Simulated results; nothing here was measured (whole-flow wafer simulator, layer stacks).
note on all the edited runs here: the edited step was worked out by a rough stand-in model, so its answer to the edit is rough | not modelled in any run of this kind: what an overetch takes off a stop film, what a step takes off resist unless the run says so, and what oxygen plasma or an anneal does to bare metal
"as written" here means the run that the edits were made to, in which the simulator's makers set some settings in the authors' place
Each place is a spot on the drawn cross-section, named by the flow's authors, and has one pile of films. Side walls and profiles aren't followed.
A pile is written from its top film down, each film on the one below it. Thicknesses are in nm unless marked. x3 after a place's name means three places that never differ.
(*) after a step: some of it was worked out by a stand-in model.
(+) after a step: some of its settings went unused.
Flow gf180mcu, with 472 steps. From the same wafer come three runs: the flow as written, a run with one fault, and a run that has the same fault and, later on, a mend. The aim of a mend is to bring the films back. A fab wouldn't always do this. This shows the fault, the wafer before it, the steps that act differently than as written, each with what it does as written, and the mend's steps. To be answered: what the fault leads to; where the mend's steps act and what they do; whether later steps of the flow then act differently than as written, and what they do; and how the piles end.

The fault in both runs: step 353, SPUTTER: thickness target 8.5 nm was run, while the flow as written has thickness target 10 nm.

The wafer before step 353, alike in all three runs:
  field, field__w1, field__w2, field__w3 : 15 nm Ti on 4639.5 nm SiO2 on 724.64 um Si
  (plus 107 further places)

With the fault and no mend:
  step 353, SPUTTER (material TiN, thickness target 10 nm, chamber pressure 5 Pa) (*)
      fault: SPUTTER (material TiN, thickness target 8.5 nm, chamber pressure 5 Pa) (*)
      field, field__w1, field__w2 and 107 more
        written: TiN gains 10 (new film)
        fault: TiN gains 8.5 (new film)
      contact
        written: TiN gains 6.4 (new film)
        fault: TiN gains 5.45 (new film)
  Later steps of the flow acting differently than as written (1 more step, not shown, differs only slightly: by at most 2% or 0.5 nm, whichever is larger):
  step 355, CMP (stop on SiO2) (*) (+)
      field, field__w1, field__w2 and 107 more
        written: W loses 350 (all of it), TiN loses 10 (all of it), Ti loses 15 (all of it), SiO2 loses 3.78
        fault: W loses 350 (all of it), TiN loses 8.5 (all of it), Ti loses 15 (all of it), SiO2 loses 3.77
  The piles end different from the flow's at contact by more than 2% or 0.5 nm, whichever is larger.
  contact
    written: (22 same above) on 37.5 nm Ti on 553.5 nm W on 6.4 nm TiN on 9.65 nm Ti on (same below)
    fault: (22 same above) on 37.5 nm Ti on 554.5 nm W on 5.45 nm TiN on 9.65 nm Ti on (same below)

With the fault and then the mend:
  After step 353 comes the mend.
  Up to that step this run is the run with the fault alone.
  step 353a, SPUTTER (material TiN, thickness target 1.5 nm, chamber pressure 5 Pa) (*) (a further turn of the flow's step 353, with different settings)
      field, field__w1, field__w2 and 107 more
        TiN gains 1.5
      contact
        TiN gains 0.96
  Later steps of the flow that are run all act as written at every place that is followed.
  At every place that both follow, the piles at the end match the flow's.
